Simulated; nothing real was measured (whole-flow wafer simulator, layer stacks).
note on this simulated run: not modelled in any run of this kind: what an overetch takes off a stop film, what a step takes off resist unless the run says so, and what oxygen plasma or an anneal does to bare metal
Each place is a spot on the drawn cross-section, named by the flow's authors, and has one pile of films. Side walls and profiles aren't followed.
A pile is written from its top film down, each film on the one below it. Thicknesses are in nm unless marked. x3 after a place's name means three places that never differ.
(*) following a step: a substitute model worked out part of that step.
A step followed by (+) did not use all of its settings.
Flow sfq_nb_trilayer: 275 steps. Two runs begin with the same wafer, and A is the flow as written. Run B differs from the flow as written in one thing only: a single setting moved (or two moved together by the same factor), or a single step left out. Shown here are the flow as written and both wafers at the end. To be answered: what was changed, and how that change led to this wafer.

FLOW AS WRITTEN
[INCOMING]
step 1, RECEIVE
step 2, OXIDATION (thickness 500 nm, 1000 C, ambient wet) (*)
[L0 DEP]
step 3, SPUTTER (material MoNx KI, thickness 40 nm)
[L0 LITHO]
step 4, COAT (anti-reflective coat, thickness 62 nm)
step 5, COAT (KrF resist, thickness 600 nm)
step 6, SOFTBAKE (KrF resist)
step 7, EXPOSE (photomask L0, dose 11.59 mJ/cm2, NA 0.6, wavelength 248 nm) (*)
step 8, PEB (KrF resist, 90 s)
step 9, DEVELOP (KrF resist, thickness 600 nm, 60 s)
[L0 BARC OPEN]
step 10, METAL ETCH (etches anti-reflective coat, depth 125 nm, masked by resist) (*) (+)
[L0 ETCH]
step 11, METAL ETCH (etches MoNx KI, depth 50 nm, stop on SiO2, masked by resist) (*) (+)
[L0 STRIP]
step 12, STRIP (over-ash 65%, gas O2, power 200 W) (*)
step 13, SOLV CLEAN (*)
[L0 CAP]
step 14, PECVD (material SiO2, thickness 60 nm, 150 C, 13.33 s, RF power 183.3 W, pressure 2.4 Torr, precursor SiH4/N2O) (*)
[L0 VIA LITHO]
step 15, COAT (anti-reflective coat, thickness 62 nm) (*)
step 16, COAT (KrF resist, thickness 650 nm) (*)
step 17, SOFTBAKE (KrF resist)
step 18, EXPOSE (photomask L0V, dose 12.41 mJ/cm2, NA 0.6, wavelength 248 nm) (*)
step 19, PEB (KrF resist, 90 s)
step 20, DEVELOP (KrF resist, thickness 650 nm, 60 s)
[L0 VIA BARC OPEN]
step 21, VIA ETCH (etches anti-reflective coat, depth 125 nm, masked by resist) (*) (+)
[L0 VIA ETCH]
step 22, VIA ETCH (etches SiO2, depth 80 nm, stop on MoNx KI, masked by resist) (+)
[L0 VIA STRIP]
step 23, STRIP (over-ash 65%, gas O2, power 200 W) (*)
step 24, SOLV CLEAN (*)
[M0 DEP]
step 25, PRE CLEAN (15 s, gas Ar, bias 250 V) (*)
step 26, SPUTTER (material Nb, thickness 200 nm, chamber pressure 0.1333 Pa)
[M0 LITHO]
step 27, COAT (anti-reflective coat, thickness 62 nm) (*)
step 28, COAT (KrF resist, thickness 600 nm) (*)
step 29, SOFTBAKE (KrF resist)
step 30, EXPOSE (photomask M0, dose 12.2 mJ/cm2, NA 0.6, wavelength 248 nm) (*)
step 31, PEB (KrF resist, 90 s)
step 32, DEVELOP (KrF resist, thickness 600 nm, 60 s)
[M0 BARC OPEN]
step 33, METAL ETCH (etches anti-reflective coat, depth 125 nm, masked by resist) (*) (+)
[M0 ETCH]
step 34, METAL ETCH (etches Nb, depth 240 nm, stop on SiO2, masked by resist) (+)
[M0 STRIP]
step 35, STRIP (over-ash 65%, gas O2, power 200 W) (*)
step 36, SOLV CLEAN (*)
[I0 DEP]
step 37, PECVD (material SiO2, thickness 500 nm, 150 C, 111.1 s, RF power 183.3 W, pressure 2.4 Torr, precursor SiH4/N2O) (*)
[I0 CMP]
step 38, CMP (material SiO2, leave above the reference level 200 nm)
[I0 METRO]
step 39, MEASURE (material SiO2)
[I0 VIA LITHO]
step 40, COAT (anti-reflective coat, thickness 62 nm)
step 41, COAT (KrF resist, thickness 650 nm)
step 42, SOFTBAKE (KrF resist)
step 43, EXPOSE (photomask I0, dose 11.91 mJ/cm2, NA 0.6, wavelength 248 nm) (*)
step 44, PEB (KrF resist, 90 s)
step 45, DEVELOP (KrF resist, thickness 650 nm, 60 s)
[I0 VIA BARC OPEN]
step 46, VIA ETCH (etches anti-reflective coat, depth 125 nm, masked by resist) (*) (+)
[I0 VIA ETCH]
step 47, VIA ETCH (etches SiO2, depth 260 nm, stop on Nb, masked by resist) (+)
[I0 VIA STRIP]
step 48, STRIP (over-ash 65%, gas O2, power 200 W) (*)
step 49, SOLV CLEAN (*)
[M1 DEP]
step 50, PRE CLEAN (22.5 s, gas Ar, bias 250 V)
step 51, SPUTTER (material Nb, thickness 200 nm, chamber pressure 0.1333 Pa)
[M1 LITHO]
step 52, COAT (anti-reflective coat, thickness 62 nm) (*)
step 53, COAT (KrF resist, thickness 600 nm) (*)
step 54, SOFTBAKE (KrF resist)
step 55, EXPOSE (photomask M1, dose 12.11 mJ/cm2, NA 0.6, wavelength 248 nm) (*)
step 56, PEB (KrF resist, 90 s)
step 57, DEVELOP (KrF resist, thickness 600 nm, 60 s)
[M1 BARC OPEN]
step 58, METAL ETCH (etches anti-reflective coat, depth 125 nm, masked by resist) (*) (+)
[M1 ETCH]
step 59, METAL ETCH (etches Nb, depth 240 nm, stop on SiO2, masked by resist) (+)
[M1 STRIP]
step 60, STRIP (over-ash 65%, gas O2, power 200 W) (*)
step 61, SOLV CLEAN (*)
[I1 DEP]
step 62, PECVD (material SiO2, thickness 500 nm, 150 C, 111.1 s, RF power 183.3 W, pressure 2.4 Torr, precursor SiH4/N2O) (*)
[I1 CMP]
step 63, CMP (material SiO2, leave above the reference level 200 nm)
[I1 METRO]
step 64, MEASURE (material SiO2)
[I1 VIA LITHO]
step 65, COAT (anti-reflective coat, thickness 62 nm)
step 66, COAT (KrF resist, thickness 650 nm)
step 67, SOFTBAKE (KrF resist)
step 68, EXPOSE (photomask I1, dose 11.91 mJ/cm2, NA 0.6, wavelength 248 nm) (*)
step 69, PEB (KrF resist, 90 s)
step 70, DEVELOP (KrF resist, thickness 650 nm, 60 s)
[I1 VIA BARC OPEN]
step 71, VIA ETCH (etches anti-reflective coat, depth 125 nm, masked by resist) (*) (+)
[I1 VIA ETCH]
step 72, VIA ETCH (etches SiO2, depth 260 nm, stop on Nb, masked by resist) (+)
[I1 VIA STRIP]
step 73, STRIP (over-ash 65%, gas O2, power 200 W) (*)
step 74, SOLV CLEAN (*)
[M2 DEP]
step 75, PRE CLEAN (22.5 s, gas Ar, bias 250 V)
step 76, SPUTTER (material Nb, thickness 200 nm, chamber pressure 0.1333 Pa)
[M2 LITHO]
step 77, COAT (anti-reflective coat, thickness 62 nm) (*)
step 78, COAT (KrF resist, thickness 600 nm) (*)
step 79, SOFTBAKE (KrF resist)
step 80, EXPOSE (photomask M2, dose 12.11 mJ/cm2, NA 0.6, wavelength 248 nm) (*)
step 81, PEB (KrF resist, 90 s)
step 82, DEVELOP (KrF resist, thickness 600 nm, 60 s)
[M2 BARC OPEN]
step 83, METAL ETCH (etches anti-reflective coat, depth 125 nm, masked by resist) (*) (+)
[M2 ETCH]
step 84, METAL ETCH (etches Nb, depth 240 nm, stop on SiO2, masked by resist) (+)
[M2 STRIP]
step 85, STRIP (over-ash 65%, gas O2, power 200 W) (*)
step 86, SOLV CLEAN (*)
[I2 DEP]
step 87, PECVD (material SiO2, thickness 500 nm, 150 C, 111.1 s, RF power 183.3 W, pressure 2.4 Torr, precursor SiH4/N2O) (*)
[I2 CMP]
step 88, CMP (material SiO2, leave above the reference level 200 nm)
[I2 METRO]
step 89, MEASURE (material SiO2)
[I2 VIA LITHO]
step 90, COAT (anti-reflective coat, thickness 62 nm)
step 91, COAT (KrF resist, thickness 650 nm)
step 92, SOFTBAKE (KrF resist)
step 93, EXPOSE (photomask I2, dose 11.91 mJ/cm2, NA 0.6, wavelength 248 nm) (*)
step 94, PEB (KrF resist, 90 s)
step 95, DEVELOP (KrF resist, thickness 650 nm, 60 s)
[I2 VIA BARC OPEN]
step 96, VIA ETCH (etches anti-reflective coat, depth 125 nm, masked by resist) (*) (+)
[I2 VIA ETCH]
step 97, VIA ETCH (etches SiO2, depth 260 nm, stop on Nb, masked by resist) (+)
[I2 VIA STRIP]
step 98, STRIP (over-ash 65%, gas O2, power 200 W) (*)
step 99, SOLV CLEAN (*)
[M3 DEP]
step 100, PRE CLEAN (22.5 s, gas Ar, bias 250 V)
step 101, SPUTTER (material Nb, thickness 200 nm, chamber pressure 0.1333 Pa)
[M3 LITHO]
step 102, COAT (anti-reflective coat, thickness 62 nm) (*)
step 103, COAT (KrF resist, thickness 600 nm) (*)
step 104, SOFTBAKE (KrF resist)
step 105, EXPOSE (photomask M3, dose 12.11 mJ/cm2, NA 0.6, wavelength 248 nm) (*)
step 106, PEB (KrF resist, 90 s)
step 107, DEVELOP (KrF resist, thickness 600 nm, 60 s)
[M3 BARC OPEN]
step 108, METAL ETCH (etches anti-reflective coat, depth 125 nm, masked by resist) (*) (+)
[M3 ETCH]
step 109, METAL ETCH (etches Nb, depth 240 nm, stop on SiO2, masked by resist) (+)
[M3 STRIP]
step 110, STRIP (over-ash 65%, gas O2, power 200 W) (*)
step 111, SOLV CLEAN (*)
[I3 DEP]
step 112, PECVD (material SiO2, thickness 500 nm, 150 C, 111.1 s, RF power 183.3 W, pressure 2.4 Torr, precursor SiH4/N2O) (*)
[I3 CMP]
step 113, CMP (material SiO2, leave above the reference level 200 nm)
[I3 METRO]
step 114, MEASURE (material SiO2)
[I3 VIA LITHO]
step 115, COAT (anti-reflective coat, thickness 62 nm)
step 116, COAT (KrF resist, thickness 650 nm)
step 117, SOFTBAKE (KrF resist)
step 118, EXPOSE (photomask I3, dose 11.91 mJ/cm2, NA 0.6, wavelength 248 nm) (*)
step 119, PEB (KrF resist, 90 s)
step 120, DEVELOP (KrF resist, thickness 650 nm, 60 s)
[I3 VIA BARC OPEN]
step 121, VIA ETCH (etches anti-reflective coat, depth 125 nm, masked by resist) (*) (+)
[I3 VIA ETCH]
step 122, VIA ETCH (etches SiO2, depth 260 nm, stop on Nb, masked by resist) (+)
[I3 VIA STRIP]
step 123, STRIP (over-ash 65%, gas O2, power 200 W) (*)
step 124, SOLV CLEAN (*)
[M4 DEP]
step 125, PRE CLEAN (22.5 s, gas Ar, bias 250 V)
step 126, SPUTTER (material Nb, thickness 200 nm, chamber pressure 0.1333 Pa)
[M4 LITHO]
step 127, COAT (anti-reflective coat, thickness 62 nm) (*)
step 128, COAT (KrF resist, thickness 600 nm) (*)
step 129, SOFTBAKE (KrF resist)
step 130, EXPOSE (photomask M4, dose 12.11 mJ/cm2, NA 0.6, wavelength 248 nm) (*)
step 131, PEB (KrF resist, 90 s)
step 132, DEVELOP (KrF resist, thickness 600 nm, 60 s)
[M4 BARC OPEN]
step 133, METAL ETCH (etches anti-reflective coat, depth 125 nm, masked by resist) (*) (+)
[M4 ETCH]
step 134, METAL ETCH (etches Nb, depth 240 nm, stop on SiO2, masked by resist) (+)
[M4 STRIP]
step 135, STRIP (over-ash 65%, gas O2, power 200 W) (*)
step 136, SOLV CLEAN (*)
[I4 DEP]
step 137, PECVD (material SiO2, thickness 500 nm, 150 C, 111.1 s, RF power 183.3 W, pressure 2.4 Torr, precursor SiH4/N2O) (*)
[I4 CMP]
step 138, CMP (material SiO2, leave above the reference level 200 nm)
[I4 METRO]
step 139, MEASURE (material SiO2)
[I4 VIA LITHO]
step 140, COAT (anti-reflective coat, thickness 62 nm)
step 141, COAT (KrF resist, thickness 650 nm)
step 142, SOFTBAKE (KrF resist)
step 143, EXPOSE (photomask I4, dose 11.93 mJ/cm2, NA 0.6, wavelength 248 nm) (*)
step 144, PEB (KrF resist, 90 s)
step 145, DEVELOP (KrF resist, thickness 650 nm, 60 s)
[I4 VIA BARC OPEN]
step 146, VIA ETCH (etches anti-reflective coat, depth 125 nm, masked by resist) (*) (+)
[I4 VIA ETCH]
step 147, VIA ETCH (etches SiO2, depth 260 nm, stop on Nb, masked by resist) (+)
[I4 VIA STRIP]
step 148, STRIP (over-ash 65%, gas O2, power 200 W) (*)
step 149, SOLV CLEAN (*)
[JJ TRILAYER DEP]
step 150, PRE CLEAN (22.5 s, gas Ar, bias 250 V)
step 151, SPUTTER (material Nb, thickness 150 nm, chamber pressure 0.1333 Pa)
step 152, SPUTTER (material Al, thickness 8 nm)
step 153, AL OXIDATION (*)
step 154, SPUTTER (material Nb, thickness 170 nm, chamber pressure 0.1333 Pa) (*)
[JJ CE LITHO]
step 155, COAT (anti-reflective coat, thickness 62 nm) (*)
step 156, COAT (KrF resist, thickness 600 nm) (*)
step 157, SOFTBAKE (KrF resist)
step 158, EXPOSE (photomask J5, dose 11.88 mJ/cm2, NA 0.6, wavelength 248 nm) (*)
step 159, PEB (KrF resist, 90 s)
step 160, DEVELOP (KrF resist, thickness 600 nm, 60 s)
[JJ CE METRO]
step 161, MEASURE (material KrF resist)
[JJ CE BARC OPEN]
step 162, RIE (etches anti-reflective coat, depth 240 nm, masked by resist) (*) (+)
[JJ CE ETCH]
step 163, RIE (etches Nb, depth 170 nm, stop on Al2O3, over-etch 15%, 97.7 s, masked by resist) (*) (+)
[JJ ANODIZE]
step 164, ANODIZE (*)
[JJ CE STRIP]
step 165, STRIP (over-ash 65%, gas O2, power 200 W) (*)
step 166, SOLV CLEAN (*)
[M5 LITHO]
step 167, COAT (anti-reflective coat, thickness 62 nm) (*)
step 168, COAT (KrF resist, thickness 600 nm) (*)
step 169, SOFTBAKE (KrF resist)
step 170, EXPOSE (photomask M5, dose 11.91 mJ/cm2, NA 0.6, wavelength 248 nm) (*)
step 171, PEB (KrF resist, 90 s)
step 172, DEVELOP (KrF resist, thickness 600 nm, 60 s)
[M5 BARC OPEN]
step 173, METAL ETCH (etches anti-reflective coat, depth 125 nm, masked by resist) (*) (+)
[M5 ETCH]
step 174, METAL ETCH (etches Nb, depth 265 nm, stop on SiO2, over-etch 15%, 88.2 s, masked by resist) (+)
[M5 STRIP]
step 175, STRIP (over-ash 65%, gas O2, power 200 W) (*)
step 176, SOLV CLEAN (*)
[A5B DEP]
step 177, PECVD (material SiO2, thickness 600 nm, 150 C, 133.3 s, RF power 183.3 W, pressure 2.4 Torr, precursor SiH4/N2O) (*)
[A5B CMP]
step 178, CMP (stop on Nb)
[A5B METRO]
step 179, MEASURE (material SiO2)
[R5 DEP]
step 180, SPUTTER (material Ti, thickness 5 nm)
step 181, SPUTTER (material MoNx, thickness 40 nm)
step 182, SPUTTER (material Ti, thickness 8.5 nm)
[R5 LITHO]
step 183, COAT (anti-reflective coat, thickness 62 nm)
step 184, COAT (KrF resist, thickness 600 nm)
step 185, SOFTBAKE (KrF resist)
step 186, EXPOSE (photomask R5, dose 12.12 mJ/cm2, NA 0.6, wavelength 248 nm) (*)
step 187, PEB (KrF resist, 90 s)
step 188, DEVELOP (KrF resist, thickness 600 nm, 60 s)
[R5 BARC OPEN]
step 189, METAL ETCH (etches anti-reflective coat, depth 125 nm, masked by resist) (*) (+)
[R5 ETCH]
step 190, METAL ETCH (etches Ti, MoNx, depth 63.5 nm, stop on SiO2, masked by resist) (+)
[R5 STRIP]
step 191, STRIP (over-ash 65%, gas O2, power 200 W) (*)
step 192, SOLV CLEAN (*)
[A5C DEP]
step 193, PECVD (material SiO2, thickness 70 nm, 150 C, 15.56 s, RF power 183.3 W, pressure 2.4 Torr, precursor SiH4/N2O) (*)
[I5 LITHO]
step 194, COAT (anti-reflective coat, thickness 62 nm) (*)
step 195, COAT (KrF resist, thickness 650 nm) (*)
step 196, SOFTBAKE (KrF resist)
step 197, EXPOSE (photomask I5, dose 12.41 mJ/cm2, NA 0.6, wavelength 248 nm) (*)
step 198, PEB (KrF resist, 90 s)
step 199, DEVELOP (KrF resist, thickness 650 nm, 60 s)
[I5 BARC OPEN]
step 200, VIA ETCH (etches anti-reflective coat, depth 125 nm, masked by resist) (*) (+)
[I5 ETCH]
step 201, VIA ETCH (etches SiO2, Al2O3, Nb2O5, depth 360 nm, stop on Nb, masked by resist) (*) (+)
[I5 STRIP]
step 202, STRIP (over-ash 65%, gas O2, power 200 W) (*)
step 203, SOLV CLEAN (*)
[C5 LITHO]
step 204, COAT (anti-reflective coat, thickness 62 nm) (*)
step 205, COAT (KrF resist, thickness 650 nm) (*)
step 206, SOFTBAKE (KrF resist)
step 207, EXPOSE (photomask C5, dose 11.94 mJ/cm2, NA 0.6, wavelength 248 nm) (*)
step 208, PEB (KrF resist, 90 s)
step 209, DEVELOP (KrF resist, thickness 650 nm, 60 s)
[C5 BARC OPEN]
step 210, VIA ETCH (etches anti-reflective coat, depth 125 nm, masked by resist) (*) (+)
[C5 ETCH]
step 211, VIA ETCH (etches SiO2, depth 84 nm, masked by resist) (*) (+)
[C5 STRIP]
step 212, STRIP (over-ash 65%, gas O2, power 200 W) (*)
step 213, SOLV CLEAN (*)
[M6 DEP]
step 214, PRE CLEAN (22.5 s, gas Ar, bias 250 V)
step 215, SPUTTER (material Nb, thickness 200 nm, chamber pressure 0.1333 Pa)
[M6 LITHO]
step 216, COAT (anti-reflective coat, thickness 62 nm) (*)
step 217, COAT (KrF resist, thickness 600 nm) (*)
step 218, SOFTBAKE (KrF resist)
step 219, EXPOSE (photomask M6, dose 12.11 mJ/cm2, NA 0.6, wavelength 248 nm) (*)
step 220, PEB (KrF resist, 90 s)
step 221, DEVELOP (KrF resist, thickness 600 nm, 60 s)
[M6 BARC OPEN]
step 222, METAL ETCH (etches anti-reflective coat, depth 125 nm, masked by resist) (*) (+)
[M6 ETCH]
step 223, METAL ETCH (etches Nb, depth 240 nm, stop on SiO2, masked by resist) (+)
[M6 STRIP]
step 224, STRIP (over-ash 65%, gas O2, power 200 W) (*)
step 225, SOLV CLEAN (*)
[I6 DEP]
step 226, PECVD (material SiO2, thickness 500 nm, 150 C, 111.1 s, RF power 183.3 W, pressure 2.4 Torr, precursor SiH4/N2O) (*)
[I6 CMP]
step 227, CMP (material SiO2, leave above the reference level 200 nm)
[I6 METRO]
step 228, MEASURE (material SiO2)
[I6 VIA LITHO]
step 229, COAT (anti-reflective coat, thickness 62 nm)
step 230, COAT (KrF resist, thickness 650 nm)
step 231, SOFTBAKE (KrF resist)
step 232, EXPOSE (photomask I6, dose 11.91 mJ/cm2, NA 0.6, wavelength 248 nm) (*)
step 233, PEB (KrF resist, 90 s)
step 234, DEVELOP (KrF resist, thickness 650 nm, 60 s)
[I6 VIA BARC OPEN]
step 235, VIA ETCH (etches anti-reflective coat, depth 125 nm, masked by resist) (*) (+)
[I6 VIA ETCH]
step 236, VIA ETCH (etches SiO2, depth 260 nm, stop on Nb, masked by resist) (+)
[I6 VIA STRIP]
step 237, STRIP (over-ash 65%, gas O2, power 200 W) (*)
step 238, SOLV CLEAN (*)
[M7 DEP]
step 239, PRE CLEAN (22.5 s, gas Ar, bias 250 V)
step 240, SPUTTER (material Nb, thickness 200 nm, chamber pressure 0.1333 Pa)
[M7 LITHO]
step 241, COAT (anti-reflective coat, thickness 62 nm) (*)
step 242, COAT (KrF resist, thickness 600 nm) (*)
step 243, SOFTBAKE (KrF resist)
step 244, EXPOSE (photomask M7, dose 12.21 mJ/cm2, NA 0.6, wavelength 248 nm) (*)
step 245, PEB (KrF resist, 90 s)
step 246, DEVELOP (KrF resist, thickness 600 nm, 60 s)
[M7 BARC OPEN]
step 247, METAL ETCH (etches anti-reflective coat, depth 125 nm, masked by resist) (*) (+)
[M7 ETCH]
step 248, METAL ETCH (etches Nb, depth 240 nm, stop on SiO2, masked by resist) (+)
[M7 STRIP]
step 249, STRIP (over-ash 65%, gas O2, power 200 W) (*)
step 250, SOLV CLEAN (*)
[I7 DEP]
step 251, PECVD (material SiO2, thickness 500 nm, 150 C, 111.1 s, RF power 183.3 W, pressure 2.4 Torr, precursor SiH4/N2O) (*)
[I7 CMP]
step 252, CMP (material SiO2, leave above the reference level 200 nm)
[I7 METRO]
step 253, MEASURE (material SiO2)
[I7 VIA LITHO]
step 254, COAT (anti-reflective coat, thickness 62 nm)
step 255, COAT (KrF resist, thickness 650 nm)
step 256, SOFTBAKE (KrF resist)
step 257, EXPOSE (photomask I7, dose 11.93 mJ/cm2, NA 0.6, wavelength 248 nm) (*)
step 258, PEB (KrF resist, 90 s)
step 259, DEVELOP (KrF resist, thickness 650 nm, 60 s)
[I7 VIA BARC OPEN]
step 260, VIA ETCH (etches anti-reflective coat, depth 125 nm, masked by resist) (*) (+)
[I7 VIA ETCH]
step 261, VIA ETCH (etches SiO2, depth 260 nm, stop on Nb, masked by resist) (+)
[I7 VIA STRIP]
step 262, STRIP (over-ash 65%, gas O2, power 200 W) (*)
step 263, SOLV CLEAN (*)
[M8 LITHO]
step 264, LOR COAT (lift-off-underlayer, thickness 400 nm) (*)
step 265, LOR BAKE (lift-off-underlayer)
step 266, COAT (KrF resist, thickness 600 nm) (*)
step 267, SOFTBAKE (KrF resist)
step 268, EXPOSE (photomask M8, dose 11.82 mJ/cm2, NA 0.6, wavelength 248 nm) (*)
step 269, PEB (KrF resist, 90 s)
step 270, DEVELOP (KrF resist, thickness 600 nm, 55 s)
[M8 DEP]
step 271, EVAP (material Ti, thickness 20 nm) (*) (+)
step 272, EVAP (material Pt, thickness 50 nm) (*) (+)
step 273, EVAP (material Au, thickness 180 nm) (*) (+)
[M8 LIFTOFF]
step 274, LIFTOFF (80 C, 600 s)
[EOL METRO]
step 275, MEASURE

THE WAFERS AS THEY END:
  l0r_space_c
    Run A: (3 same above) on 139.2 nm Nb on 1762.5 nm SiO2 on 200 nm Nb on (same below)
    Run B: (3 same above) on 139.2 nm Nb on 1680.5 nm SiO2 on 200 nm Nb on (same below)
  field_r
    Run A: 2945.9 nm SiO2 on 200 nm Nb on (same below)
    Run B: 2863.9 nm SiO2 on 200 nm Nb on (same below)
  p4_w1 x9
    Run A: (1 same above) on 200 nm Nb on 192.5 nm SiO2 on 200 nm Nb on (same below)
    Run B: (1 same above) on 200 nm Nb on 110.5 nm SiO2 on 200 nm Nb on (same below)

Cause: step 113, CMP: leave above the reference level 118 nm was run, though the flow has leave above the reference level 200 nm.

The path from the change to this, step by step:
  step 113, CMP (material SiO2, leave above the reference level 200 nm)
      field_l, be, be_sur and 64 more: A -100 SiO2 | B -182 SiO2
      v_sur, via_wl, via_wr and 27 more: A -300 SiO2 | B -382 SiO2
      (and at 9 other places as well)
  step 122, VIA ETCH (etches SiO2, depth 260 nm, stop on Nb, masked by resist) (+)
      field_l, v_sur, via_wl and 102 more: A -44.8 KrF resist | B -30.5 KrF resist
      via_v: A -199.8 SiO2 (all of it) | B -117.8 SiO2 (all of it)
  step 123, STRIP (over-ash 65%, gas O2, power 200 W) (*)
      field_l, v_sur, via_wl and 102 more: A -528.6 KrF resist (all of it), -62 anti-reflective coat (all of it) | B -543 KrF resist (all of it), -62 anti-reflective coat (all of it)
  step 126, SPUTTER (material Nb, thickness 200 nm, chamber pressure 0.1333 Pa)
      via_v: A +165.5 Nb | B +183.7 Nb
  step 127, COAT (anti-reflective coat, thickness 62 nm) (*)
      via_sp: A +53 anti-reflective coat (new film) | B +54.8 anti-reflective coat (new film)
      via_v: A +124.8 anti-reflective coat (new film) | B +105.8 anti-reflective coat (new film)
      (and at 1 other place as well)
  step 128, COAT (KrF resist, thickness 600 nm) (*)
      via_v: A +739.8 KrF resist (new film) | B +672 KrF resist (new film)
  step 135, STRIP (over-ash 65%, gas O2, power 200 W) (*)
      via_sp: A -373.9 KrF resist (all of it), -53 anti-reflective coat (all of it) | B -379.3 KrF resist (all of it), -54.8 anti-reflective coat (all of it)
      via_v: A -521.8 KrF resist (all of it), -124.8 anti-reflective coat (all of it) | B -454.2 KrF resist (all of it), -105.8 anti-reflective coat (all of it)
      (and at 1 other place as well)
  step 137, PECVD (material SiO2, thickness 500 nm, 150 C, 111.1 s, RF power 183.3 W, pressure 2.4 Torr, precursor SiH4/N2O) (*)
      via_v: A +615 SiO2 (new film) | B +500 SiO2 (new film)
  step 138, CMP (material SiO2, leave above the reference level 200 nm)
      via_v: A -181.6 SiO2 | B -166.8 SiO2
